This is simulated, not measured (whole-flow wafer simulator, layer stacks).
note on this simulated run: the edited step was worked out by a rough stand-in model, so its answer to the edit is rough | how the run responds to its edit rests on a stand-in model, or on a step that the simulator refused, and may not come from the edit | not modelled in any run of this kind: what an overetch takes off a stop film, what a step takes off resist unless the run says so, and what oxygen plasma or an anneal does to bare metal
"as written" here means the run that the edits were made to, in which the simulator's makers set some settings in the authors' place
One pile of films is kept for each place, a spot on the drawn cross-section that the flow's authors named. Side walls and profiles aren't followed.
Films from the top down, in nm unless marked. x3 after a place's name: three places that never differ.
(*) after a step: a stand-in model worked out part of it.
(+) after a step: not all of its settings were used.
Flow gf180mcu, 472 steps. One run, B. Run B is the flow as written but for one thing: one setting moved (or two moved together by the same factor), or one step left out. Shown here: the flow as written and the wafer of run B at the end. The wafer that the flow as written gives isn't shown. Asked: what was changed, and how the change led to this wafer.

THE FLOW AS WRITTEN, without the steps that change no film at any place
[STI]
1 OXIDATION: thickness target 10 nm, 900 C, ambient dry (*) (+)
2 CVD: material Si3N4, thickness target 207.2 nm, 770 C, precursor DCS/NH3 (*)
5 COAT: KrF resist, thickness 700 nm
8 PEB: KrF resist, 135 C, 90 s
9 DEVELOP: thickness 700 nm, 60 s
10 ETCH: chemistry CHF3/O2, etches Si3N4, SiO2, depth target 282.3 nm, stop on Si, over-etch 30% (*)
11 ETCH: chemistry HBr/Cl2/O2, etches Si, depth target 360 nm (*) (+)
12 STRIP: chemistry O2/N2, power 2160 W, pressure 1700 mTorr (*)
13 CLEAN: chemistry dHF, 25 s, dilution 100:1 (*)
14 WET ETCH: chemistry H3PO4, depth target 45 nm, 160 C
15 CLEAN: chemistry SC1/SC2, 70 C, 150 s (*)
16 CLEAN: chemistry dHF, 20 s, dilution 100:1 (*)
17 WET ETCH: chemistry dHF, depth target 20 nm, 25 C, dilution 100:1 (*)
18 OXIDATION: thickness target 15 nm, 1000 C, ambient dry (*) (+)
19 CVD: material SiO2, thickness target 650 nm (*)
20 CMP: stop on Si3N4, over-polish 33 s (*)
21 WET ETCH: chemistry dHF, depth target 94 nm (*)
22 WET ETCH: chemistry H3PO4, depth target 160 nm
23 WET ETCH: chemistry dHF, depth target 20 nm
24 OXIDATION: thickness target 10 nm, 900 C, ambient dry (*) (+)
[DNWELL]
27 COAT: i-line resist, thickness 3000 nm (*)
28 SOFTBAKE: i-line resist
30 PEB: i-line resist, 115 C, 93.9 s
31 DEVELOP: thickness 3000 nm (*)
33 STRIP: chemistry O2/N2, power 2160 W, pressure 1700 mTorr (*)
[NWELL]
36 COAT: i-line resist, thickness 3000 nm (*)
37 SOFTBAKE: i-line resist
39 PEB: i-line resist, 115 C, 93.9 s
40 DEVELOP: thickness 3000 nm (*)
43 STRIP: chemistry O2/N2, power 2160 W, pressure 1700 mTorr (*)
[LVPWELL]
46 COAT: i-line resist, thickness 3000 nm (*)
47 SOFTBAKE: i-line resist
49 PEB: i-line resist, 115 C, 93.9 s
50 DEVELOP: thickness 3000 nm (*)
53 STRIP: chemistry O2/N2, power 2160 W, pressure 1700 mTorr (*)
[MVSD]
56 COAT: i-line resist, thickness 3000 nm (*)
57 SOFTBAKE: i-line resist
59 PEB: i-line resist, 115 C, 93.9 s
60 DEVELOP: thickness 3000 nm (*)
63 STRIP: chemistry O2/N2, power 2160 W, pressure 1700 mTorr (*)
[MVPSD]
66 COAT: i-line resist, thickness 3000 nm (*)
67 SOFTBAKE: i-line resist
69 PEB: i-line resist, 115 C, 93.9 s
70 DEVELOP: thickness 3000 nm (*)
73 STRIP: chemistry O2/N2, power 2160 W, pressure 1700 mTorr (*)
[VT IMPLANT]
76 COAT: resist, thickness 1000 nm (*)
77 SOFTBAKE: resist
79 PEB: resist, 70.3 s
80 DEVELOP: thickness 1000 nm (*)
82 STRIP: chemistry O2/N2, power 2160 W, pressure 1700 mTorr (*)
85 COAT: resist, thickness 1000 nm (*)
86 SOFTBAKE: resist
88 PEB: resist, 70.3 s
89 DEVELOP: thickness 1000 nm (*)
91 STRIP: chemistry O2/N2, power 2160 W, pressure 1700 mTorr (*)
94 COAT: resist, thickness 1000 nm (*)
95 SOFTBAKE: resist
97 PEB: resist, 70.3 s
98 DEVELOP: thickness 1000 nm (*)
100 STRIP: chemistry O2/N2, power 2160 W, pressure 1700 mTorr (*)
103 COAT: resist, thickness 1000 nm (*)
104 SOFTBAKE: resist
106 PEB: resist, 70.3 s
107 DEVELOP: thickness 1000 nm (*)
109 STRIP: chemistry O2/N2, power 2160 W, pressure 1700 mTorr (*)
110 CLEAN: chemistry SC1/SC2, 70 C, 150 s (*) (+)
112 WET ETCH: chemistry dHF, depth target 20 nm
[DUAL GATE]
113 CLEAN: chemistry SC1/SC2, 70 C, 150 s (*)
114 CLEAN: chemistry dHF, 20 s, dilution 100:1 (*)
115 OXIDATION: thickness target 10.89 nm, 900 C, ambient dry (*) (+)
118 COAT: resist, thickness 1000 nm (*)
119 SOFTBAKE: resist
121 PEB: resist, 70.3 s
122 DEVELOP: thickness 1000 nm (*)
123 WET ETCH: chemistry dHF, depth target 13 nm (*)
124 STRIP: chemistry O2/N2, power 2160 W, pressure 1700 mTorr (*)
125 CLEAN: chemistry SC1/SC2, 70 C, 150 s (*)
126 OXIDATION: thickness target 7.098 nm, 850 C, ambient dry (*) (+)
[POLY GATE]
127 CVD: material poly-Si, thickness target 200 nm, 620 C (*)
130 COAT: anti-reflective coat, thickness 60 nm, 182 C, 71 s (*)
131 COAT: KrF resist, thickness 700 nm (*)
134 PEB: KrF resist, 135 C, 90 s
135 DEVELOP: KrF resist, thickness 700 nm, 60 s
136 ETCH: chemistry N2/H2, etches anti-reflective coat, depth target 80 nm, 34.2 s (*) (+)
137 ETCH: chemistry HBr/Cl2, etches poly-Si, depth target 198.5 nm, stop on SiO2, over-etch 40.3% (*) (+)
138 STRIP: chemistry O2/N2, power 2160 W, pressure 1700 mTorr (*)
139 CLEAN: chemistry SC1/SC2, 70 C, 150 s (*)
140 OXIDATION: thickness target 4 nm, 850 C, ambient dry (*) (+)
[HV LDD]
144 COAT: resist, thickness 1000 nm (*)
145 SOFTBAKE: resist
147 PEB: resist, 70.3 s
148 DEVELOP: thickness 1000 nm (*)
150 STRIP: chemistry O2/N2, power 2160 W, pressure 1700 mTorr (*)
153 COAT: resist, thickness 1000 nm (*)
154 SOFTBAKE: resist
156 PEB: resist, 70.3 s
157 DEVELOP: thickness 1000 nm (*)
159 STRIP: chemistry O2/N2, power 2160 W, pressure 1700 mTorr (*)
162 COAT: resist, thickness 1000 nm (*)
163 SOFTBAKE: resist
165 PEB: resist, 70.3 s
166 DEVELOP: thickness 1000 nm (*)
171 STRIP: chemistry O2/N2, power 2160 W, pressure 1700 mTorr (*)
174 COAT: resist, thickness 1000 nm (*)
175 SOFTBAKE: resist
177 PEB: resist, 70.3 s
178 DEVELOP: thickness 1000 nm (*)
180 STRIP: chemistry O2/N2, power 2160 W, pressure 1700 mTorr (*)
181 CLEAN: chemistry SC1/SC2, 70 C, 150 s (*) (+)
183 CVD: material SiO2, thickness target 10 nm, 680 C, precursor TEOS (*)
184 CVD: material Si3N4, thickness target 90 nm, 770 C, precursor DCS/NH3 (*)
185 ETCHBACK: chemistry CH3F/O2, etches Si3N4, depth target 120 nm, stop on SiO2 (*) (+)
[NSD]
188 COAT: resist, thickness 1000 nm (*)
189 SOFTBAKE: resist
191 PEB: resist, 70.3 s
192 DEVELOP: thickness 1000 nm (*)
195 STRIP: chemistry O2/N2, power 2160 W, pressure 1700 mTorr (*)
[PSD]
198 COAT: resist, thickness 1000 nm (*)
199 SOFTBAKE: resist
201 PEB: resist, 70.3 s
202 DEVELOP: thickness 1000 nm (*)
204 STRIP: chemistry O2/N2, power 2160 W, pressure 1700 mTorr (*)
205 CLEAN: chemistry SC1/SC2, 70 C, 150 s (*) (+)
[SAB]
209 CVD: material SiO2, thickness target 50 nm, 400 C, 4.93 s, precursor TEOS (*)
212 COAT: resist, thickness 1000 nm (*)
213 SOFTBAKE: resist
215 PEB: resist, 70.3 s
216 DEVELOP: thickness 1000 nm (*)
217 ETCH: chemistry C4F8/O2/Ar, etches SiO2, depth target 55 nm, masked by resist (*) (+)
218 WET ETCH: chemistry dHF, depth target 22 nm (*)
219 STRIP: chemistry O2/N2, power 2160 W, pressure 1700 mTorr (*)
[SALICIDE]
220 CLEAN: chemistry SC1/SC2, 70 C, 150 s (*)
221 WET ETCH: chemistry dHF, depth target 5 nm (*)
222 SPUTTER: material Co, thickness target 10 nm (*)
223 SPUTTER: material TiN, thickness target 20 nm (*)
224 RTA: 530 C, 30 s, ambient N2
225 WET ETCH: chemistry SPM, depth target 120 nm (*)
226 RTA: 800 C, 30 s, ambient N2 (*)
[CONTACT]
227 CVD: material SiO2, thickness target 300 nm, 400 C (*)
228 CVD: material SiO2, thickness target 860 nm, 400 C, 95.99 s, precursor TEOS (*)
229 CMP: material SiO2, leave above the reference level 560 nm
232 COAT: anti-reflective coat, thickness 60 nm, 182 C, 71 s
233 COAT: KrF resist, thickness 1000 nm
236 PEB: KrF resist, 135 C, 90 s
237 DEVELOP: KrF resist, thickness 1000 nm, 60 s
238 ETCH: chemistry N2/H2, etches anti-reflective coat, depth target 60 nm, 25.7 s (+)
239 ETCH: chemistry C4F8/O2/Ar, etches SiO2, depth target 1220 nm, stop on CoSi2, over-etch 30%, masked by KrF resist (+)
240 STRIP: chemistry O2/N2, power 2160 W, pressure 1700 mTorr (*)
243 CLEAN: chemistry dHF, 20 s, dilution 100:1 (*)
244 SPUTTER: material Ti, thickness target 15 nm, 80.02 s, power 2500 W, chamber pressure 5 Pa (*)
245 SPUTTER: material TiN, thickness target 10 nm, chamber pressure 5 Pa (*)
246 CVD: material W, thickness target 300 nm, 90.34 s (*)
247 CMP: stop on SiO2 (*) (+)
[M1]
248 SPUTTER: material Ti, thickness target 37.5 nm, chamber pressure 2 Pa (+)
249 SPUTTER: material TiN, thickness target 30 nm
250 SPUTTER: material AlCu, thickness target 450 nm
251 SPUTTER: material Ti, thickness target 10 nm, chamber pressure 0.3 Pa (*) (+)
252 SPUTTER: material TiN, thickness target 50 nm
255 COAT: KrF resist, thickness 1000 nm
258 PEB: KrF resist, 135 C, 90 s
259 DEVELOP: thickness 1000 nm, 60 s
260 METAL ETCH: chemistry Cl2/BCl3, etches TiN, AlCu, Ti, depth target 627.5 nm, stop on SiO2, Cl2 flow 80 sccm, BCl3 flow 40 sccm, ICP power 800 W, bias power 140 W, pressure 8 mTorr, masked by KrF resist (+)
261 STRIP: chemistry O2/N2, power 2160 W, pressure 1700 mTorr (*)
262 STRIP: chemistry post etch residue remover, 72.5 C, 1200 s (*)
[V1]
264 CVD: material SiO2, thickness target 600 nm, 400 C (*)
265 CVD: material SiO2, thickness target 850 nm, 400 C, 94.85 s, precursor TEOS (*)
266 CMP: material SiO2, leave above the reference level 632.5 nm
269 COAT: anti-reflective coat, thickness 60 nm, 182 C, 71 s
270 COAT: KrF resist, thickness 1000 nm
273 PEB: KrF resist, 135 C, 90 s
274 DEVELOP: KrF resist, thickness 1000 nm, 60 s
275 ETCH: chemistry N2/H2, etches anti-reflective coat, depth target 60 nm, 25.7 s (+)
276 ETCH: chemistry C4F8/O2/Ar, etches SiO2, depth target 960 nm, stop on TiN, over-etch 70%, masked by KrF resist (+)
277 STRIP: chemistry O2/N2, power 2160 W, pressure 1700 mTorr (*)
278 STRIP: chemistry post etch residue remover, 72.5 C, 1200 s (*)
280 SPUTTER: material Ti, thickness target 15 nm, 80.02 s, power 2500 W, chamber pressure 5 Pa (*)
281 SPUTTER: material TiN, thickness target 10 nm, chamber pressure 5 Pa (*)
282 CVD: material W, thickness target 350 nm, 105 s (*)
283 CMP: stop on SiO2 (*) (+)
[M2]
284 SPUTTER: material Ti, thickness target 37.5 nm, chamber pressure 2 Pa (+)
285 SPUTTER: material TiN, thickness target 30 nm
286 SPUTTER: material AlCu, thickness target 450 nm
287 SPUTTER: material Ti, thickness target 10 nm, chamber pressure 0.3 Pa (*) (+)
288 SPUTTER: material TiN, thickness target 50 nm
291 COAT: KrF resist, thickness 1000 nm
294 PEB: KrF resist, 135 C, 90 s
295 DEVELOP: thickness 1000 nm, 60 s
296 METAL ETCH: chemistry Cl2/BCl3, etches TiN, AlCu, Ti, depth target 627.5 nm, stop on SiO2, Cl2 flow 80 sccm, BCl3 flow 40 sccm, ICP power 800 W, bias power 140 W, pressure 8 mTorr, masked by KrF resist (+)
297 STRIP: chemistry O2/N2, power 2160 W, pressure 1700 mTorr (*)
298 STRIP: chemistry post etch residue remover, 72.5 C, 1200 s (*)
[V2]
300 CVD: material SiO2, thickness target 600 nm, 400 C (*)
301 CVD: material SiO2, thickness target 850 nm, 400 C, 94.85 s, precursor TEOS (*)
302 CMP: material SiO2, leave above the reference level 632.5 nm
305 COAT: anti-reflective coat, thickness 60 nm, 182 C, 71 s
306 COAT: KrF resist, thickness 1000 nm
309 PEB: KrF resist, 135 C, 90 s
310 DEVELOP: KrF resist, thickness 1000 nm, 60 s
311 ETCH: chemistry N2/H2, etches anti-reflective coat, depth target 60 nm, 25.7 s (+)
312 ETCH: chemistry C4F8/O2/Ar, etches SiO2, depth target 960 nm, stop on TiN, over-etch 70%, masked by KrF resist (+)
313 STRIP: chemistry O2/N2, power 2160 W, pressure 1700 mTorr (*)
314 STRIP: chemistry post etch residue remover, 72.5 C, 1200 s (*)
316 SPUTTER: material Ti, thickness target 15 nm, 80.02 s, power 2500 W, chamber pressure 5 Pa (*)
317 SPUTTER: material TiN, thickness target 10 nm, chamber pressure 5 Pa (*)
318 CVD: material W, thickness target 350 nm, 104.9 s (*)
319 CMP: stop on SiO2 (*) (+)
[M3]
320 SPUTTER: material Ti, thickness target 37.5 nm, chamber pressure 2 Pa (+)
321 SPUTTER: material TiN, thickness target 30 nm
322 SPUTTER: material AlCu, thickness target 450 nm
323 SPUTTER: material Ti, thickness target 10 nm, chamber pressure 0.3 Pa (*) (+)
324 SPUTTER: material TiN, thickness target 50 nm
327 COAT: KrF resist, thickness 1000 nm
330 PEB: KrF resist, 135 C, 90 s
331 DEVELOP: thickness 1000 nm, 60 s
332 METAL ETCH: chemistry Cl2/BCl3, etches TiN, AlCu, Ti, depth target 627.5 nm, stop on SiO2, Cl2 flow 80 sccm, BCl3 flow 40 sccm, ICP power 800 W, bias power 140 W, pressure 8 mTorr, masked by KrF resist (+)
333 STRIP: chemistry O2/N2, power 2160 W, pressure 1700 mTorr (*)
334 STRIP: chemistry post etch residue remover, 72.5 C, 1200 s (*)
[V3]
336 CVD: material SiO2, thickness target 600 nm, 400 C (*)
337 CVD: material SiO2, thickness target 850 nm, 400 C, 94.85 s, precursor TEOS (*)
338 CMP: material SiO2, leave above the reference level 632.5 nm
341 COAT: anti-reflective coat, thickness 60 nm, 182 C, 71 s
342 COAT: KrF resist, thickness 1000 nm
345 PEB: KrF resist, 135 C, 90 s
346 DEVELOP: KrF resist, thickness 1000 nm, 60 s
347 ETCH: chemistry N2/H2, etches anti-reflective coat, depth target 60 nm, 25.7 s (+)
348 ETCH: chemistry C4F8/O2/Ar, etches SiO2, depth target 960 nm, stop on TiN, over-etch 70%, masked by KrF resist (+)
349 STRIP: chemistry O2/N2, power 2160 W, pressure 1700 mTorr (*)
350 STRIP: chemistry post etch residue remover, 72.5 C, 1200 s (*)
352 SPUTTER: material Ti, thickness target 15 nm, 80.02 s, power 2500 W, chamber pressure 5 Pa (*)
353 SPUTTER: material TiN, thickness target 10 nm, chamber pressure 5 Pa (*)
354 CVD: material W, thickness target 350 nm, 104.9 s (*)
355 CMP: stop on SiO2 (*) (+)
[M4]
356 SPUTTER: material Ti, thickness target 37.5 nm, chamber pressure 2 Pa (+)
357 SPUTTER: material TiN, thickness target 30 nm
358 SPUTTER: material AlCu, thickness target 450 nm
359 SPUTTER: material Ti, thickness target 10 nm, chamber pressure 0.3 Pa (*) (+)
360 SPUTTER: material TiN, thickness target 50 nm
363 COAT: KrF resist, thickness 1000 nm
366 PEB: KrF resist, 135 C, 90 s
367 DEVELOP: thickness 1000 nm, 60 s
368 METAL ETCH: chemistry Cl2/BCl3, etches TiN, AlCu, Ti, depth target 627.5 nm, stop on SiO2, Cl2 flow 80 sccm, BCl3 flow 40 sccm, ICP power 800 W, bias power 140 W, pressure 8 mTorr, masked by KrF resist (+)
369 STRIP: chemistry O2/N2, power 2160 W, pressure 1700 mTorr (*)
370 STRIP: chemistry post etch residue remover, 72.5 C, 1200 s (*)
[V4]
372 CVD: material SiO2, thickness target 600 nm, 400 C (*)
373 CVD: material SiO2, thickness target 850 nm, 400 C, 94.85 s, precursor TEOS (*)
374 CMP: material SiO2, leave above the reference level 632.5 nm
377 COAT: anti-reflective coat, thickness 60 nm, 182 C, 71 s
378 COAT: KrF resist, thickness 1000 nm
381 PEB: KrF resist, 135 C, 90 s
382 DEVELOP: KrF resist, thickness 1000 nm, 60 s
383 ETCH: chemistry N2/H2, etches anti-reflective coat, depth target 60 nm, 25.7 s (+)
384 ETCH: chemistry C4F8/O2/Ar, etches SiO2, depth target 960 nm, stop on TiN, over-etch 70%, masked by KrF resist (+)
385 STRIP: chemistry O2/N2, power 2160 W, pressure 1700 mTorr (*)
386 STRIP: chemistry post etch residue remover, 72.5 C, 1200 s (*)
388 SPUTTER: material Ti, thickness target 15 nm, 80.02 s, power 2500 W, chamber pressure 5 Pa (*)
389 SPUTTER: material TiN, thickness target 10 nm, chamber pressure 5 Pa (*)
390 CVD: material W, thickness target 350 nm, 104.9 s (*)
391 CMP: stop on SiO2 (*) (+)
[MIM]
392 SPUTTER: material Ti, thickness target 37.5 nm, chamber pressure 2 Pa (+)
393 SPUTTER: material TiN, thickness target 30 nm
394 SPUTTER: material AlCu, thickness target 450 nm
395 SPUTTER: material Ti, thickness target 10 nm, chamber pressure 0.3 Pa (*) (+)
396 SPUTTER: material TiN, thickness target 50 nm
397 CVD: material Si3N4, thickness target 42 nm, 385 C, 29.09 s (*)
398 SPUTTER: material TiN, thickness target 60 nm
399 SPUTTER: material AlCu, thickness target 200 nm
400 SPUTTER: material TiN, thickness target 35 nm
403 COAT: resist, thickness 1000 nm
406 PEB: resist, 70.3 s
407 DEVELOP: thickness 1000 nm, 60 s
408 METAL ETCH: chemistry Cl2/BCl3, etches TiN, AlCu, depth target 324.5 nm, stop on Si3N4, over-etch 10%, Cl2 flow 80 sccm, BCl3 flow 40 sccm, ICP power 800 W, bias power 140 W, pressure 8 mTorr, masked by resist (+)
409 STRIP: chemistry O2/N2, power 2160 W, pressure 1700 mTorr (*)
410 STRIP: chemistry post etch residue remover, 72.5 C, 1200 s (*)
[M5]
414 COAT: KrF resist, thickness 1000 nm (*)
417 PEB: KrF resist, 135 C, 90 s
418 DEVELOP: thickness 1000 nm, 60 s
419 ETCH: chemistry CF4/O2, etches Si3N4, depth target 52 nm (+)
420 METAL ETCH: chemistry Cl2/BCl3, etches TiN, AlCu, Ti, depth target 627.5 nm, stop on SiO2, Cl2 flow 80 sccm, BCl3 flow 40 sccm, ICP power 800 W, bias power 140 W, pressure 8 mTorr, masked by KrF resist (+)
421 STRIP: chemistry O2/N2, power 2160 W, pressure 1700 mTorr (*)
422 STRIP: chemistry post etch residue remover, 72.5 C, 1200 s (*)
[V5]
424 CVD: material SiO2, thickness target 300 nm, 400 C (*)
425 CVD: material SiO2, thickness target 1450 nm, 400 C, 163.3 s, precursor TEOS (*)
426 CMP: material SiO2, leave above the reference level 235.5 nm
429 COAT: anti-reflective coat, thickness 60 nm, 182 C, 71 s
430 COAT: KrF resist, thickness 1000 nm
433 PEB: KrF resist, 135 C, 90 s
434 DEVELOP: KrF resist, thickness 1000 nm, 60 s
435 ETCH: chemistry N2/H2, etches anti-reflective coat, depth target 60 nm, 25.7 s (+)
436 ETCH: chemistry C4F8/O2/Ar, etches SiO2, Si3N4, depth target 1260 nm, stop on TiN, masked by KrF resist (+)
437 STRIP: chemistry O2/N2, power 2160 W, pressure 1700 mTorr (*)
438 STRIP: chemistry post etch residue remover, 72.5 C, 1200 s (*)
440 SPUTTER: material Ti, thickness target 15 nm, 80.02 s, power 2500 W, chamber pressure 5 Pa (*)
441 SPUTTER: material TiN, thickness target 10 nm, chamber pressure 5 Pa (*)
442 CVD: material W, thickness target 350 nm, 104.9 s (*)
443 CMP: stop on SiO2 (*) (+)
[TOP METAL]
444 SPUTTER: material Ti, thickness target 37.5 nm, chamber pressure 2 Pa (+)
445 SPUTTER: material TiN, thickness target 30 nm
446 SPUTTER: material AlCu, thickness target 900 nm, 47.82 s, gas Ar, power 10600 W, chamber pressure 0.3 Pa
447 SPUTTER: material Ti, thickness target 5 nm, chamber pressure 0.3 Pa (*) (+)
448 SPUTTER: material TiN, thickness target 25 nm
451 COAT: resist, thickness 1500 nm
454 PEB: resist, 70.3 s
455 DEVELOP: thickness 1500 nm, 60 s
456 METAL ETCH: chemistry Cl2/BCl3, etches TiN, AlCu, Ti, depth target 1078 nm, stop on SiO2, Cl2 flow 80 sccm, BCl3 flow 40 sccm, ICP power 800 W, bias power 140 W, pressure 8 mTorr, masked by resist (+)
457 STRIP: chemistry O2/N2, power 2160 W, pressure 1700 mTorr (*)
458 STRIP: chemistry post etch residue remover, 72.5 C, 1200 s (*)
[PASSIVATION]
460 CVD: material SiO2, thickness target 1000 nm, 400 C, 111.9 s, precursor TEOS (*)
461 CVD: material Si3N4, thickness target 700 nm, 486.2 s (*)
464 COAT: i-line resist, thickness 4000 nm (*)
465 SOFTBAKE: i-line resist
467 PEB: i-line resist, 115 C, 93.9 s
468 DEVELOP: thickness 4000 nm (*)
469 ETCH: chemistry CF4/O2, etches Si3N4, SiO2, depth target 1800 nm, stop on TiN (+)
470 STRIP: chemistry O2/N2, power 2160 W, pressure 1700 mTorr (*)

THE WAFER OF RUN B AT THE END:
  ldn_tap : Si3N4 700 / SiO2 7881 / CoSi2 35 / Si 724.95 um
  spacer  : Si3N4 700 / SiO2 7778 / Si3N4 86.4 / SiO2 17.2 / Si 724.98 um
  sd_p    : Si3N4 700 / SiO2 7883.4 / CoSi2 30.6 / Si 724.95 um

The cause: step 209, CVD: thickness target 72.5 nm was run, where the flow has thickness target 50 nm; step 209, CVD: 7.149 s was run, where the flow has 4.93 s.

How the change led to this, step by step:
  209 CVD: material SiO2, thickness target 50 nm, 400 C, 4.93 s, precursor TEOS (*)
      field, field__w7, field__w8 and 73 more: SiO2 +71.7 (as written it would be: SiO2 +50)
      field_sub__w1, field_sub__w4, field_sub__w5: SiO2 +70.1 (as written it would be: SiO2 +48.9)
      (and at 30 more places)
  217 ETCH: chemistry C4F8/O2/Ar, etches SiO2, depth target 55 nm, masked by resist (*) (+)
      spacer: SiO2 -55 (as written it would be: SiO2 -50 (all of it), Si3N4 -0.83)
  218 WET ETCH: chemistry dHF, depth target 22 nm (*)
      ldn_tap, ldn_src, ldn_drn, ldp_tap, ldp_src, ldp_drn, ldp_gr: SiO2 -36.2 (as written it would be: SiO2 -16 (all of it))
      ld_drn_n, ld_sd_p: SiO2 -34.9 (as written it would be: SiO2 -14.8 (all of it))
      (and at 91 more places)
  219 STRIP: chemistry O2/N2, power 2160 W, pressure 1700 mTorr (*)
      active_hv, active_nat, ld_sd_n and 10 more: nothing (as written it would be: chemical SiO2 +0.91 (new film), Si -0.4)
  221 WET ETCH: chemistry dHF, depth target 5 nm (*)
      ldn_tap, ldn_src, ldn_drn, ldp_tap, ldp_src, ldp_drn, ldp_gr: SiO2 -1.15 (all of it) (as written it would be: chemical SiO2 -0.76 (all of it))
      active_hv: SiO2 -0.84 (all of it) (as written it would be: chemical SiO2 -0.76 (all of it))
      (and at 5 more places)
  223 SPUTTER: material TiN, thickness target 20 nm (*)
      field__w12: TiN +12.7 (new film) (as written it would be: TiN +12 (new film))
      sd_p: TiN +17.2 (new film) (as written it would be: TiN +17.9 (new film))
      (and at 1 more place)
  224 RTA: 530 C, 30 s, ambient N2
      sd_p: under 1 film: CoSi +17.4 (new film), Co -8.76 (all of it), Si -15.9 (as written it would be: under 1 film: CoSi +18.1 (new film), Co -9.09 (all of it), Si -16.5)
  225 WET ETCH: chemistry SPM, depth target 120 nm (*)
      field__w12: TiN -12.7 (all of it), Co -6.44 (all of it) (as written it would be: TiN -12 (all of it), Co -6.15 (all of it))
      sd_p: TiN -17.2 (all of it) (as written it would be: TiN -17.9 (all of it))
      (and at 1 more place)
  226 RTA: 800 C, 30 s, ambient N2 (*)
      sd_p: CoSi2 +30.6 (new film), CoSi -17.4 (all of it), Si -15.9 (as written it would be: CoSi2 +31.8 (new film), CoSi -18.1 (all of it), Si -16.5)
  229 CMP: material SiO2, leave above the reference level 560 nm
      ldn_sep__w1, ldn_sep__w2, ldn_fld__w1, ldp_sep__w2, ldp_dft, ldp_out, ldp_fld__w2, ldp_fld__w3: SiO2 -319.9 (as written it would be: SiO2 -311)
      sti, mim_1p0, pad, dice_street, iso_nw_fld, iso_fld_sub: SiO2 -305.7 (as written it would be: SiO2 -296.8)
      (and at 46 more places)
